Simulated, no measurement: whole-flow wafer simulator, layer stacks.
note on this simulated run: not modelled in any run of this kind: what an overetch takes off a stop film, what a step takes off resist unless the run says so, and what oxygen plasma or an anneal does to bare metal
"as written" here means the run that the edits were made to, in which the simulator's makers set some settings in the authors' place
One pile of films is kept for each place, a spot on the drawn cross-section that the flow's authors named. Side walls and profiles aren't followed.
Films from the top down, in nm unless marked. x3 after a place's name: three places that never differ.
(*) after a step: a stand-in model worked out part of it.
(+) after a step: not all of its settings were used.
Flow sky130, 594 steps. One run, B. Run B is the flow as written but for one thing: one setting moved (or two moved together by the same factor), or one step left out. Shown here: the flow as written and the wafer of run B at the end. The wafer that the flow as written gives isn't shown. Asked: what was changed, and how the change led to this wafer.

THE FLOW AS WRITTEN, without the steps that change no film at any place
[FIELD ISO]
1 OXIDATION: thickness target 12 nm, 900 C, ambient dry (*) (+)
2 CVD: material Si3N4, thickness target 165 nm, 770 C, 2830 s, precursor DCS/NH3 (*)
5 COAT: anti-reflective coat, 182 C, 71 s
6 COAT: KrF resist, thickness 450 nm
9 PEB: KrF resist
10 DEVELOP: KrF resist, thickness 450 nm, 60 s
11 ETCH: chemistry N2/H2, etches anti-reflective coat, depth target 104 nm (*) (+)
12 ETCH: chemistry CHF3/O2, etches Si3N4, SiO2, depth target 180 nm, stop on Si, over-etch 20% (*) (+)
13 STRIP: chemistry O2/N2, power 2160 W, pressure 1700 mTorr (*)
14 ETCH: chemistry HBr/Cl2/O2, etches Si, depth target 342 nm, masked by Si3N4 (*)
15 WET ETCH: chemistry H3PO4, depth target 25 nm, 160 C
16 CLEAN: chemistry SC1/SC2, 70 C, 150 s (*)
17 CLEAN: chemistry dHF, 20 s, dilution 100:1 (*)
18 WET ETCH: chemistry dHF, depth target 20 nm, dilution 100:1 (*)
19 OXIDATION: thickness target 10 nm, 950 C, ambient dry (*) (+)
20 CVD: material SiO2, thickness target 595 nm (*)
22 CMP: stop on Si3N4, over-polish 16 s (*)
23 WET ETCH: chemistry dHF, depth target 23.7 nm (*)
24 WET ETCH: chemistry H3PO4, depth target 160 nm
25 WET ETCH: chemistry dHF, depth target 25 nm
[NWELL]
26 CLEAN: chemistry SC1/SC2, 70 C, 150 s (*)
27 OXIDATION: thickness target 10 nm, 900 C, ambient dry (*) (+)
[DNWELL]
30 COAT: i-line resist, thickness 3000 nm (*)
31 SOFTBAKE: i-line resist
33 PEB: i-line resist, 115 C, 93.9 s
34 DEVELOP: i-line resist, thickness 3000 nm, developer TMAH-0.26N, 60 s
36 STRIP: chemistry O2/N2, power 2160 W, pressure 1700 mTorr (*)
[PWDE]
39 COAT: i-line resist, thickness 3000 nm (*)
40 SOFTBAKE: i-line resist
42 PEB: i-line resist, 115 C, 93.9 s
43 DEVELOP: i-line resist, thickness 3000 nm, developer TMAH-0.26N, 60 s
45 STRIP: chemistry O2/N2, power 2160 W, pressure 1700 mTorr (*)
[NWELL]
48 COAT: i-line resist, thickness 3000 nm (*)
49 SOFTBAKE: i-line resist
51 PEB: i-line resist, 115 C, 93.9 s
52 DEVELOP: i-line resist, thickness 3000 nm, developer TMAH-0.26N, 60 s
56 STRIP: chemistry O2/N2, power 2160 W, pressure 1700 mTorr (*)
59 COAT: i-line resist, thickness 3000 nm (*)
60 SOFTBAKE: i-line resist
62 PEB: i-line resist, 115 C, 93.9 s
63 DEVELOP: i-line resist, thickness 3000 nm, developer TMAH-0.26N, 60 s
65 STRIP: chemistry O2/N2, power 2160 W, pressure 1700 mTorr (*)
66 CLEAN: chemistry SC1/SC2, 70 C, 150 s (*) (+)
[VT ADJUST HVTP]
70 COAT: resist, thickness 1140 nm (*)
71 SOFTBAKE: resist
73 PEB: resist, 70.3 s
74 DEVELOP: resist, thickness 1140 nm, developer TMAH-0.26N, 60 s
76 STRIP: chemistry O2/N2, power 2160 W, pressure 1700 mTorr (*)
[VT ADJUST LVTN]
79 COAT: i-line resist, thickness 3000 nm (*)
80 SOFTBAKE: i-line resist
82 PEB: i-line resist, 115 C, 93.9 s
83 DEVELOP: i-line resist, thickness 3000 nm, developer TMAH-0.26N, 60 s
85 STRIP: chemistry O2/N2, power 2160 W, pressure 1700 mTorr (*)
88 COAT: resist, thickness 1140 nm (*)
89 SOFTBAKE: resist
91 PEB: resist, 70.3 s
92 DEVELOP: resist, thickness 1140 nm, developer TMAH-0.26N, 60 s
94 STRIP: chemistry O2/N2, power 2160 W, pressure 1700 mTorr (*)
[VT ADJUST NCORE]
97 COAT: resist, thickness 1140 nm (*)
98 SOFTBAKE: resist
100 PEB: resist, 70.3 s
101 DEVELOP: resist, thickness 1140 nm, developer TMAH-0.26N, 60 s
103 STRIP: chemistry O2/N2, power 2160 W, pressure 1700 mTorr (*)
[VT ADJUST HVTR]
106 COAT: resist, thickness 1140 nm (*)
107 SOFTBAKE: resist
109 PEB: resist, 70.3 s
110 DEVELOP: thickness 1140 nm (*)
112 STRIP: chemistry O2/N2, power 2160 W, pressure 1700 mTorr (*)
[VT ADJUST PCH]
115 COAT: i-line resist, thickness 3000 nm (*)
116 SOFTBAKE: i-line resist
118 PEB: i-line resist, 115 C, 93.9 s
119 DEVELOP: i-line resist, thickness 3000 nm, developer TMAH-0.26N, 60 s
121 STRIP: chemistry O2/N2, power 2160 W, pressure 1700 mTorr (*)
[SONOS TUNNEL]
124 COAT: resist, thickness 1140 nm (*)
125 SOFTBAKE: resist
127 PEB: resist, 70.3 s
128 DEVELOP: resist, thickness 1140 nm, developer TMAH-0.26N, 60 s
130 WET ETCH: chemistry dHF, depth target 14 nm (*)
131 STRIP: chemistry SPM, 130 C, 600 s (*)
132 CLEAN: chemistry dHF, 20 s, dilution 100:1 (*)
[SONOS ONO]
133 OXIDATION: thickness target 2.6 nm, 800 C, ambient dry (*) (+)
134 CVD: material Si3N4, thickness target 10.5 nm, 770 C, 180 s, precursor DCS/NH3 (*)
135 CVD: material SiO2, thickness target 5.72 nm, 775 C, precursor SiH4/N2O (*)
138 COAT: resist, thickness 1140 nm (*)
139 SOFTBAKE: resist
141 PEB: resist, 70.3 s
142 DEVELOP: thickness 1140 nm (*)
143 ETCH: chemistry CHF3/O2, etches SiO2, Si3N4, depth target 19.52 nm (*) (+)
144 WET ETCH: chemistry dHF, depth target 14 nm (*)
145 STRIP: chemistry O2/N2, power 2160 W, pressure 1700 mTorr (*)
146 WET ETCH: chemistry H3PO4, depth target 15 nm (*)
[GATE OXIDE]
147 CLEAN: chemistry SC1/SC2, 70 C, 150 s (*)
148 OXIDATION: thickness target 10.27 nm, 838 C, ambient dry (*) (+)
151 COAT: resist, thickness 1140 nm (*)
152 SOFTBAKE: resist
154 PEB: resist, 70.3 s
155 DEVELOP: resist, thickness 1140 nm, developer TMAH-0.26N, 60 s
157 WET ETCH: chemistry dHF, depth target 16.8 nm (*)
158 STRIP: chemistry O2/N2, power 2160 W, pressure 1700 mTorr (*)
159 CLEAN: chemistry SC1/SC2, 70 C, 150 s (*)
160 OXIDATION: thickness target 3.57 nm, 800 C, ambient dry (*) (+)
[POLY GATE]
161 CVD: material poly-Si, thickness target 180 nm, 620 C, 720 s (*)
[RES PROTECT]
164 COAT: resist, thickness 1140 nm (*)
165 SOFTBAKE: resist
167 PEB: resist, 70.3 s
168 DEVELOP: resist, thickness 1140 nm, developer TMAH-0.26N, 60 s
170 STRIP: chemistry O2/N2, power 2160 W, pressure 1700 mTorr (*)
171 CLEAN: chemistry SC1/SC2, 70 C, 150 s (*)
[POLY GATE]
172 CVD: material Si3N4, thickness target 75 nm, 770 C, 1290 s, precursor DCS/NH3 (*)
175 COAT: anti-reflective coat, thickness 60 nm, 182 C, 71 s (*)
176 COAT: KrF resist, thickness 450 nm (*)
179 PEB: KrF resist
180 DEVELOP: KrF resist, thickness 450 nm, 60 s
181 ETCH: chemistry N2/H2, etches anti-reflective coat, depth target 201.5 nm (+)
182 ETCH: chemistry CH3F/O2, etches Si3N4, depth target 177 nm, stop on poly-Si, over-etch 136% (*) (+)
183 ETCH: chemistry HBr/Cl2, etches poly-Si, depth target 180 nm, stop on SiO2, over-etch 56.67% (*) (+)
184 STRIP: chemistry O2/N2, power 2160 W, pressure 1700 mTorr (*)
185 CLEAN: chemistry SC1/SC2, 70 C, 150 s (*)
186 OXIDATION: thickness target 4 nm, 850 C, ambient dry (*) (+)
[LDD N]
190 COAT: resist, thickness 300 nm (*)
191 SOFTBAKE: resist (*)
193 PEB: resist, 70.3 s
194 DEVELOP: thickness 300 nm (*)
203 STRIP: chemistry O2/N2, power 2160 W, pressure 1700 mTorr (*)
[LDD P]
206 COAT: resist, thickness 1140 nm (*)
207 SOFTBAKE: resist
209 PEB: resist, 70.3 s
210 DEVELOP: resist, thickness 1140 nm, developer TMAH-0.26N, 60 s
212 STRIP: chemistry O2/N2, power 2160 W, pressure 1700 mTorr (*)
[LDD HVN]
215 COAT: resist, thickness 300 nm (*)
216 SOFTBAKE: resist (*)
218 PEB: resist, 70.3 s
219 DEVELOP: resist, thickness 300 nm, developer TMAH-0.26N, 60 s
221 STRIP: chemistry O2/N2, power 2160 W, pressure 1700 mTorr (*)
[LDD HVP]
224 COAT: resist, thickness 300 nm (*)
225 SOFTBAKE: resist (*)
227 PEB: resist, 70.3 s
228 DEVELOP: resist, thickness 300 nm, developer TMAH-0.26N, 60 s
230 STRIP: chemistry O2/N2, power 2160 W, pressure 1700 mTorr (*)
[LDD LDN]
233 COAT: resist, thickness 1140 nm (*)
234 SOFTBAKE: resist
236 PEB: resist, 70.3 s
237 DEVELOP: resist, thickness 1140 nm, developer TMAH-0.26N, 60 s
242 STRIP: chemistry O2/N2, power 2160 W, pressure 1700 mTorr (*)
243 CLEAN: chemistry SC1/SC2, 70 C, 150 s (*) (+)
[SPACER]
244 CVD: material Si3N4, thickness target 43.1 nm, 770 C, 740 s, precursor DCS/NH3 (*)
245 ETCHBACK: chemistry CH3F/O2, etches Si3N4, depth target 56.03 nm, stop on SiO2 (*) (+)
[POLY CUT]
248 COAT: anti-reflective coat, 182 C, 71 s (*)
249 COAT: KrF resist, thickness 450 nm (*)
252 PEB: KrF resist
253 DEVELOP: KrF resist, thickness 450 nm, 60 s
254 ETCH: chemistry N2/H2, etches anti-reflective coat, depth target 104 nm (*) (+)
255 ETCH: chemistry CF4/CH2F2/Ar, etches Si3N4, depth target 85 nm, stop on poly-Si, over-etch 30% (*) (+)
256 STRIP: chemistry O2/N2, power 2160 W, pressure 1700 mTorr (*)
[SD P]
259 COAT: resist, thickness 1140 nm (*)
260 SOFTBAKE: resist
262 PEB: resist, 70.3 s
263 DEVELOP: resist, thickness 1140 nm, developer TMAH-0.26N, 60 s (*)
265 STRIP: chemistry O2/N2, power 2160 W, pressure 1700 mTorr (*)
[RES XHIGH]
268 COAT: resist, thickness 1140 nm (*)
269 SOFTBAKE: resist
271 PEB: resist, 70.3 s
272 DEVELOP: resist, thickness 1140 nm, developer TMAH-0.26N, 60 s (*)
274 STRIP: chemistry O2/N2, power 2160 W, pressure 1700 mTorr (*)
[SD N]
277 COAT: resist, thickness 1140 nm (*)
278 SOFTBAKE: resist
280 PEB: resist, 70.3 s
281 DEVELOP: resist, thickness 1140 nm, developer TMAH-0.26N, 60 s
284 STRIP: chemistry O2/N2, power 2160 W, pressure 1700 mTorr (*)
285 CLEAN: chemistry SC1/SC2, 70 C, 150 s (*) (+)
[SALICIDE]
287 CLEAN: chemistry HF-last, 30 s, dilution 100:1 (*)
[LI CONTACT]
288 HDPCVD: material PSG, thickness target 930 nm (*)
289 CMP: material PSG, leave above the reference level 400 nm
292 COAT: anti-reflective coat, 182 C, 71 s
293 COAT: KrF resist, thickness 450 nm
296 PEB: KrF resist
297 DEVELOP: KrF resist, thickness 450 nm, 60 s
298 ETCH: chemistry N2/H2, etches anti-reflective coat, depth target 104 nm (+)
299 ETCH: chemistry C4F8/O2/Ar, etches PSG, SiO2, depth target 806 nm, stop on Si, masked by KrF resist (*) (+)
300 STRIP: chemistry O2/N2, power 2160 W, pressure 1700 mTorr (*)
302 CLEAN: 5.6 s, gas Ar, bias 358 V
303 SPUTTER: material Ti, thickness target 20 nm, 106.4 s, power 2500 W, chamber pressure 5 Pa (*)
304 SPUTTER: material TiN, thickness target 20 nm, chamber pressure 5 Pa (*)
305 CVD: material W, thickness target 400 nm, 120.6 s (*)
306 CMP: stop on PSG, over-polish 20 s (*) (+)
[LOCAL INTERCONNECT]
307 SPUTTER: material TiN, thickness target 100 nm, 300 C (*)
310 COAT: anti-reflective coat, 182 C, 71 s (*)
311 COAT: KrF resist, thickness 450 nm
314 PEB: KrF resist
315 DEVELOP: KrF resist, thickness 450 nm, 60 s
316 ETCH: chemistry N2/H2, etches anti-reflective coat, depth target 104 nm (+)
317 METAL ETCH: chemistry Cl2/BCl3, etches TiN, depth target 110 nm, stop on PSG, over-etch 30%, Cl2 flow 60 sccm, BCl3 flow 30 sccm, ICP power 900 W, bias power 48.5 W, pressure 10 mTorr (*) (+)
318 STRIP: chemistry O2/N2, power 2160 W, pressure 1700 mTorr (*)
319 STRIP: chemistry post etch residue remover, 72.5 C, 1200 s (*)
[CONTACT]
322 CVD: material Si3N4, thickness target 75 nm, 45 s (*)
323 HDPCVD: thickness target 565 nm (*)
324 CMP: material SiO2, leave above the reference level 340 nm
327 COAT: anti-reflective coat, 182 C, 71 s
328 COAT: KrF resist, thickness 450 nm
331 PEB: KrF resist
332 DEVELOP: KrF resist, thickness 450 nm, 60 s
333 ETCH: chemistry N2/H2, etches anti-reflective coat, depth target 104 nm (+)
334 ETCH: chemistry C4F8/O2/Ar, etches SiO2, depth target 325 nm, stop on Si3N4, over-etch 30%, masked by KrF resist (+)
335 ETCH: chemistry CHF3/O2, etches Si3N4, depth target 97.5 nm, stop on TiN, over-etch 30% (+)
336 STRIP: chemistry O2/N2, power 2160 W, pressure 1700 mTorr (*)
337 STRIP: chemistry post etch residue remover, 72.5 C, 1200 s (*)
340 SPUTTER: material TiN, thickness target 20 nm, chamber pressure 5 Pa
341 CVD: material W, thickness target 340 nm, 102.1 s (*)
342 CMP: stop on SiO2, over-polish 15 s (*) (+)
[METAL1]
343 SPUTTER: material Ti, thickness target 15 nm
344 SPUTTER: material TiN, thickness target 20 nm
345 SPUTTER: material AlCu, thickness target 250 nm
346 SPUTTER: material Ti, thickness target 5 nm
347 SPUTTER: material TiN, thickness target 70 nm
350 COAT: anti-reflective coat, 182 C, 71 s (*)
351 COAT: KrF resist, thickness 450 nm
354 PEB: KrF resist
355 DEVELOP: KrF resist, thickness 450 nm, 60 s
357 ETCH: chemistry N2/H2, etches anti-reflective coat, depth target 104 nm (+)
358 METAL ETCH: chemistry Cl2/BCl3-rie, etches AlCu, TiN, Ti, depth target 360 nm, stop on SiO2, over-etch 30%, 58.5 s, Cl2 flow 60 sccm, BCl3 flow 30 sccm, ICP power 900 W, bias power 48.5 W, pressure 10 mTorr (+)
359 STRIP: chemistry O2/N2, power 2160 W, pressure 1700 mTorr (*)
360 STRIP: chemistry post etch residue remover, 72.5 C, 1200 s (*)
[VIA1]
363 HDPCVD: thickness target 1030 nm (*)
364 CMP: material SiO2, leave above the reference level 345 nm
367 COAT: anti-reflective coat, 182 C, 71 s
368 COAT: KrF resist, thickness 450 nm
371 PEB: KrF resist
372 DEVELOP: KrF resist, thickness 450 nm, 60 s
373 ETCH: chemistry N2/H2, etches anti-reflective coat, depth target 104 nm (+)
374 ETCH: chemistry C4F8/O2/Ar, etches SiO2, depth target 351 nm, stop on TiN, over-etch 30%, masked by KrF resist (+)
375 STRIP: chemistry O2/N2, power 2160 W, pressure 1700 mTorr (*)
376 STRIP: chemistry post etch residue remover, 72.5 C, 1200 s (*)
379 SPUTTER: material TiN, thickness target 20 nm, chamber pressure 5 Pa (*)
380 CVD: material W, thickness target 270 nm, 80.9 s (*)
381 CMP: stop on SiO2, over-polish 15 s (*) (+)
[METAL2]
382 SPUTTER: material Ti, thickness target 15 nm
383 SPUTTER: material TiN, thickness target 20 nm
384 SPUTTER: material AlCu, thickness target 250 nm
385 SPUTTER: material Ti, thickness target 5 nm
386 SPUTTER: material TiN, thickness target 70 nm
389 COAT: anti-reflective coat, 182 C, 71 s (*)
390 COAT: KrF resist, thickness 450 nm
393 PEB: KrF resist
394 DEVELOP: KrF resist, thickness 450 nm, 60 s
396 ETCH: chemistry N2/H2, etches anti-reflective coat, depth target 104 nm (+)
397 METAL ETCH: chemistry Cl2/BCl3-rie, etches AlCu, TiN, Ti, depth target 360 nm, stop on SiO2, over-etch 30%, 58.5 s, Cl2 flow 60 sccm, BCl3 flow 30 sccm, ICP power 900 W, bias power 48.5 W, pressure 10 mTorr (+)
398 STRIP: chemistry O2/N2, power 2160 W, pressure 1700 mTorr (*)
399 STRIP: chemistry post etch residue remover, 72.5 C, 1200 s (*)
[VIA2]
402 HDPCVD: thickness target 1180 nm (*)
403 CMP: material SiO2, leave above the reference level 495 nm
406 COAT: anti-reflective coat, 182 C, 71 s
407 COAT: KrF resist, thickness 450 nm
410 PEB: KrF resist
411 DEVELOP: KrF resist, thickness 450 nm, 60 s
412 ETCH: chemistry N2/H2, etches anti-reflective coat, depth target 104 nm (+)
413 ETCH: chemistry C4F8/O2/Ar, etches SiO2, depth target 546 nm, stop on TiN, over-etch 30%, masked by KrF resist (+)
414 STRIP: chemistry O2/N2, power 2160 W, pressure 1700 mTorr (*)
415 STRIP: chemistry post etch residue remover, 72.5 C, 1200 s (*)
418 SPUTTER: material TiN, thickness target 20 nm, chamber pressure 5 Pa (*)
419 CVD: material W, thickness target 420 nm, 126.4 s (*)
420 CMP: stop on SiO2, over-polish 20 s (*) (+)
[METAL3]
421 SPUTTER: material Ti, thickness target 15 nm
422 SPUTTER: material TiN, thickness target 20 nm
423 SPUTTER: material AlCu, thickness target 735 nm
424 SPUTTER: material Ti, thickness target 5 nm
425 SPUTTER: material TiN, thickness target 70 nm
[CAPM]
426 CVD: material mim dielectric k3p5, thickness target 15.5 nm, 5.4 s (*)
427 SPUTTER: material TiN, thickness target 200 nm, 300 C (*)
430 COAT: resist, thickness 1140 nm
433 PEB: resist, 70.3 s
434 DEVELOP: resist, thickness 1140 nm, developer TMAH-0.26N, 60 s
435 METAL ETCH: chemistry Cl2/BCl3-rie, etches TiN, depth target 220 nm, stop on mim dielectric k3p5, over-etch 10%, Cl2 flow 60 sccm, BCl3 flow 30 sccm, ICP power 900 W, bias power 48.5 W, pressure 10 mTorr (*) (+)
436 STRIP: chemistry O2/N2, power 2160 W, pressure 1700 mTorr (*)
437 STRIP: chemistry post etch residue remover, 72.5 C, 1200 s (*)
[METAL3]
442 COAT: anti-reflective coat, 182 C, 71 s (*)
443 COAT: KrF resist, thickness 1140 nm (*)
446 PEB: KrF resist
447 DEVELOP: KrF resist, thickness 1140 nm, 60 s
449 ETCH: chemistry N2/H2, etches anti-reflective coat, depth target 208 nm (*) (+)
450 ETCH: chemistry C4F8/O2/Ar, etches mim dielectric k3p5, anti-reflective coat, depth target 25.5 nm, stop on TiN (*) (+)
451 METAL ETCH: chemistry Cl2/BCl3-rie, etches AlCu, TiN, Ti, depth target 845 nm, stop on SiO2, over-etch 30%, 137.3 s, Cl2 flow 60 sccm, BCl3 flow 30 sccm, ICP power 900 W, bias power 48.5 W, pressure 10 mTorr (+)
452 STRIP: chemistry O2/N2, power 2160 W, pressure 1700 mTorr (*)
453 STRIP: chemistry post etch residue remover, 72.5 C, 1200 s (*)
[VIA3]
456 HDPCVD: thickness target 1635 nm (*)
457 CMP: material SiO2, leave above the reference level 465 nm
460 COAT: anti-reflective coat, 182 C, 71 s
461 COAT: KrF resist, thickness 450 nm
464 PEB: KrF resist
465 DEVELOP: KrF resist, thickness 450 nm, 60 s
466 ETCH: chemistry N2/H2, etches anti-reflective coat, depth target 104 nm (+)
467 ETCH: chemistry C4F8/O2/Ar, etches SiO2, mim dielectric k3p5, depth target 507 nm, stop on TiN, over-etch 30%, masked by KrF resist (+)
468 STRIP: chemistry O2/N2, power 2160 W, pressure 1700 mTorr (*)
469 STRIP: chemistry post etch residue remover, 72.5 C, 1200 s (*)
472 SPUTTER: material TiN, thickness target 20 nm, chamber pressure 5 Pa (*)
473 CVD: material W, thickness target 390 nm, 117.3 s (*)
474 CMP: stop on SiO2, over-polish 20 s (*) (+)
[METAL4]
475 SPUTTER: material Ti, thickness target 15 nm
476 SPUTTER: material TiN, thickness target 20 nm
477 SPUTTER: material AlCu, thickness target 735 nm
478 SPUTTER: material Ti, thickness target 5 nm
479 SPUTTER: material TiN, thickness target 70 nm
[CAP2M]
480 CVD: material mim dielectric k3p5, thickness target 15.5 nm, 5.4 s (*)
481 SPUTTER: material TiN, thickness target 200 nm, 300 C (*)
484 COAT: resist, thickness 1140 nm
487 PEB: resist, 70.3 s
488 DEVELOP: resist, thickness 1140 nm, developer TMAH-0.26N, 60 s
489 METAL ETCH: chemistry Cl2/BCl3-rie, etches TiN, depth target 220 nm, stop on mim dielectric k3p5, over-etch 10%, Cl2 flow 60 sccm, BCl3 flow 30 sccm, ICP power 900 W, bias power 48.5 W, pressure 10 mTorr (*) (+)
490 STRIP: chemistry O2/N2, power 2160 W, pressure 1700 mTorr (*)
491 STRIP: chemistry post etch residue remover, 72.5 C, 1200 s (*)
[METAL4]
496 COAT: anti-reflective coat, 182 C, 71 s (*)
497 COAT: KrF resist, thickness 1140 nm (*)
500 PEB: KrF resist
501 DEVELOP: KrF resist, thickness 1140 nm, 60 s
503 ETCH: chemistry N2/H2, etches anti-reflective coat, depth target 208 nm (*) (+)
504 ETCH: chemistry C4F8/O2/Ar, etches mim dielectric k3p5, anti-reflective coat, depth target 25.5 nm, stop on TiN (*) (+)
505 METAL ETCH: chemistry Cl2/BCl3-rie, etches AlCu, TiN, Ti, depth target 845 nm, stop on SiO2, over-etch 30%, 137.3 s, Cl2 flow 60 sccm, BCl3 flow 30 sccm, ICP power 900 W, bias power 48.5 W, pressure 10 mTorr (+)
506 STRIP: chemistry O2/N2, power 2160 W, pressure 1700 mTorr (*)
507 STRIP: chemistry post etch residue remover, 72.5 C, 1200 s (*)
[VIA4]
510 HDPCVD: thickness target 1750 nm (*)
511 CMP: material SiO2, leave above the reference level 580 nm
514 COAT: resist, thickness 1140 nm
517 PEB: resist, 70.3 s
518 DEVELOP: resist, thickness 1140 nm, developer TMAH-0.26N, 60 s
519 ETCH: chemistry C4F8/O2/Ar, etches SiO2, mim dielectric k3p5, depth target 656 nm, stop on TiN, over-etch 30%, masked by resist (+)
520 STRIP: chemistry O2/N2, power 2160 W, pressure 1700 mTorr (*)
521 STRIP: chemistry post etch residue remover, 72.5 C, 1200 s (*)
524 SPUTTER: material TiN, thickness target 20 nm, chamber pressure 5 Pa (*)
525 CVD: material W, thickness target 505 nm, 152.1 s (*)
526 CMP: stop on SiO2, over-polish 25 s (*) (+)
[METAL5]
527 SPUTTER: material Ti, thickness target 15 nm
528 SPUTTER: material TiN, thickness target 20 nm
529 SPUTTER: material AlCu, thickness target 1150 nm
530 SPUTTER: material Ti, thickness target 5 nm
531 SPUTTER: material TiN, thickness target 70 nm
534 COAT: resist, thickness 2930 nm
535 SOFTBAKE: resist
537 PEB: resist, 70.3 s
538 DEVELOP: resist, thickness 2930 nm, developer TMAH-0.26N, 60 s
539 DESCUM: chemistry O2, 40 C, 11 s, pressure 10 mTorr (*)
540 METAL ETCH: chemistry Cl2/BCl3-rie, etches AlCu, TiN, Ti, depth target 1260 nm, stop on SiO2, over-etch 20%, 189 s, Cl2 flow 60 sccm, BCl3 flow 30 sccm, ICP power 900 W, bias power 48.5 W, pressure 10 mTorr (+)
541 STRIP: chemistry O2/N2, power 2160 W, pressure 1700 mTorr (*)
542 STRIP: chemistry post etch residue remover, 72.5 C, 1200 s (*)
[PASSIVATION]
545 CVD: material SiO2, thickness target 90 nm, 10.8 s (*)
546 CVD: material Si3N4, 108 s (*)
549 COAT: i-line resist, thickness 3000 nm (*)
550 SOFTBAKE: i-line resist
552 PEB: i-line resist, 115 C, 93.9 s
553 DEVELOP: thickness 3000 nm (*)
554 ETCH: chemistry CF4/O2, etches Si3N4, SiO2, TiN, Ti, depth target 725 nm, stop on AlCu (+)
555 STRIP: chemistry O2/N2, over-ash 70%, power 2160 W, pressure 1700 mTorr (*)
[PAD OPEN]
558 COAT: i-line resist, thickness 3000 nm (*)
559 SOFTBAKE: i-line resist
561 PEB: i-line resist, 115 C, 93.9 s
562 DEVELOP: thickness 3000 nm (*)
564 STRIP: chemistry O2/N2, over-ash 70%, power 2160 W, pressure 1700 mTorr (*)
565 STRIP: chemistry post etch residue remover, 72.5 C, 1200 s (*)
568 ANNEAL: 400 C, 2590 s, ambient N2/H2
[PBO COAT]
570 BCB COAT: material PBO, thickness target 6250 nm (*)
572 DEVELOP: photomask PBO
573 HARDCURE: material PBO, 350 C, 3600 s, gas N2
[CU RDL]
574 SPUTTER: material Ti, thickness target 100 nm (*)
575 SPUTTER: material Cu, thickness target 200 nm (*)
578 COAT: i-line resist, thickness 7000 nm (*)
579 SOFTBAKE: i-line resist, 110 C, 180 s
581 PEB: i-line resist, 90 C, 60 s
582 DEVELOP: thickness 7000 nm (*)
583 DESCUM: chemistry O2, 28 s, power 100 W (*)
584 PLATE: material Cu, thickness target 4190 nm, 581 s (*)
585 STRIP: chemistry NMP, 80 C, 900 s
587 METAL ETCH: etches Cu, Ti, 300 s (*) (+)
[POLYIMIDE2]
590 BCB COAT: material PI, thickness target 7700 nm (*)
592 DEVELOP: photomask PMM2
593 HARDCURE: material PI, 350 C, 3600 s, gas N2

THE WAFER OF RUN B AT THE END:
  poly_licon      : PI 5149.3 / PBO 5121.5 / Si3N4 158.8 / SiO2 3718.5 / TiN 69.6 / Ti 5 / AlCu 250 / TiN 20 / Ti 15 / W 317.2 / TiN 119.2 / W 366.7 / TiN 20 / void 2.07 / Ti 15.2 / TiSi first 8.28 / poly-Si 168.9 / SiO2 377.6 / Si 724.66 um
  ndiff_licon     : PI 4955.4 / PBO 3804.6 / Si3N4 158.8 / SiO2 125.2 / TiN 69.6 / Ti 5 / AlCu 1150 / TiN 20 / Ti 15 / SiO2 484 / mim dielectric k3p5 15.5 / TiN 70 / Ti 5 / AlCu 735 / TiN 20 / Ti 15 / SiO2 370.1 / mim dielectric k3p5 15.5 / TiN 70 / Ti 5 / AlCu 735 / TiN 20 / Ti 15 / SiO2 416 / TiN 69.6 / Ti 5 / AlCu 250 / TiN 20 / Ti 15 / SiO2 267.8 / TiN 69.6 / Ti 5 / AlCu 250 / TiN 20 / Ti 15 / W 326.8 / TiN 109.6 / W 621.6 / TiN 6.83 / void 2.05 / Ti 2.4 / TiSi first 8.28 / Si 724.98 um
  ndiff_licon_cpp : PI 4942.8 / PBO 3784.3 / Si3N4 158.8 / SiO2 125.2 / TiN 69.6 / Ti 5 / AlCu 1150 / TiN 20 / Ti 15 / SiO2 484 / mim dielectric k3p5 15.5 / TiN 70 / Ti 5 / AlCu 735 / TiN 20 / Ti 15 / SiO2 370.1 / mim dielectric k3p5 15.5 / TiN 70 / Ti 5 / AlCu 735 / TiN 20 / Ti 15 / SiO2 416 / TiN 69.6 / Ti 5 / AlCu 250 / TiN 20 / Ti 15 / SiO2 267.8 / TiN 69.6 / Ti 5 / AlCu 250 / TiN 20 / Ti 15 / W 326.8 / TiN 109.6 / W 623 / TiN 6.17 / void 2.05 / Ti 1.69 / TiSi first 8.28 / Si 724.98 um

The cause: step 568, ANNEAL: 3885 s was run, where the flow has 2590 s.

How the change led to this, step by step:
  568 ANNEAL: 400 C, 2590 s, ambient N2/H2
      poly_licon, rpo_hd_licon: under 11 films: void +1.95 (new film), Ti -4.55, TiSi first +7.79 (new film), poly-Si -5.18 (as written it would be: under 11 films: void +1.65 (new film), Ti -3.85, TiSi first +6.58 (new film), poly-Si -4.38)
      ndiff_licon, ndiff_licon_cpp: under 37 films: void +1.93 (new film), Ti -4.55, TiSi first +7.79 (new film), Si -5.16 (as written it would be: under 37 films: void +1.63 (new film), Ti -3.85, TiSi first +6.58 (new film), Si -4.36)
